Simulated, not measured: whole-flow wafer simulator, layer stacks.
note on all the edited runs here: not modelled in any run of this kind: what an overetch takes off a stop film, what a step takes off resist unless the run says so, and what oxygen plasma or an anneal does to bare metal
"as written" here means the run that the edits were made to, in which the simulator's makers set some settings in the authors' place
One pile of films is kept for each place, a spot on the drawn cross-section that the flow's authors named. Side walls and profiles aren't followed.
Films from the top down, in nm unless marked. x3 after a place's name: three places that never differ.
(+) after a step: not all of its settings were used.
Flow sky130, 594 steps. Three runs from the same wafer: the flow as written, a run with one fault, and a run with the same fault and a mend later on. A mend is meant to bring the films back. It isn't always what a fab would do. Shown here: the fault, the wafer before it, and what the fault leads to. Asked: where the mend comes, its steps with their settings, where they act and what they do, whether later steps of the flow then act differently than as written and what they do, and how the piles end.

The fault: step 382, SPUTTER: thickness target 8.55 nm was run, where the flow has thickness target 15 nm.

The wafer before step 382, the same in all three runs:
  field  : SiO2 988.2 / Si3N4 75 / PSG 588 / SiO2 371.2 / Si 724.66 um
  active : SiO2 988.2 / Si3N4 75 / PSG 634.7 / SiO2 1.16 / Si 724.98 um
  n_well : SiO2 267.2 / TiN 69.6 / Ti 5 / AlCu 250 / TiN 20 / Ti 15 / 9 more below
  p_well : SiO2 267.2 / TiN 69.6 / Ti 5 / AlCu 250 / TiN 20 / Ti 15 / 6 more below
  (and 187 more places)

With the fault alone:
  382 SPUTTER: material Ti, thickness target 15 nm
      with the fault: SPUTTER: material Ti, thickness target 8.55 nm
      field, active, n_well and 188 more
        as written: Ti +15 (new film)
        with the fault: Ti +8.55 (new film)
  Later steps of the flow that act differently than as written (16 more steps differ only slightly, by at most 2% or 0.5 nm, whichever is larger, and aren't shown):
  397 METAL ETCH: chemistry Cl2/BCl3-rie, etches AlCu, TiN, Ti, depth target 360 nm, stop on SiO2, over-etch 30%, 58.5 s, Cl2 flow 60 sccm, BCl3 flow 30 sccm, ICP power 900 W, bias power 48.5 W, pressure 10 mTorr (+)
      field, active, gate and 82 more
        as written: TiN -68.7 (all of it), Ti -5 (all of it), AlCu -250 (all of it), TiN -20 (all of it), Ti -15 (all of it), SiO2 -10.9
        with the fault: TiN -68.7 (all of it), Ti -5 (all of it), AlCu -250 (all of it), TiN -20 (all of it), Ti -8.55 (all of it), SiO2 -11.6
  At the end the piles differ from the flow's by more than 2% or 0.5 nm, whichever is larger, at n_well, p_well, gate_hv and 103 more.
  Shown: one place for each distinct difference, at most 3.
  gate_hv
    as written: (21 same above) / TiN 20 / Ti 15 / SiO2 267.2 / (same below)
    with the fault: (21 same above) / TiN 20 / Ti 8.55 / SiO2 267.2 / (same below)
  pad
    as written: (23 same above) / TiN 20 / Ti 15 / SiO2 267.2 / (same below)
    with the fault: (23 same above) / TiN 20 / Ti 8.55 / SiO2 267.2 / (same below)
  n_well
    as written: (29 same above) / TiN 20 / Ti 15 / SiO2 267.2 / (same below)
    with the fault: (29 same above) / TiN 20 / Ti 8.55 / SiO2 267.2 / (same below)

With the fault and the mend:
  The mend comes after step 382.
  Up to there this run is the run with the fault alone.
  382a SPUTTER: material Ti, thickness target 6.45 nm (the flow's step 382 once more, with other settings)
      field, active, n_well and 188 more
        Ti +6.45
  No later step of the flow acts differently than as written at any place that is followed.
  At the end the piles are the same as the flow's at every place that both follow.
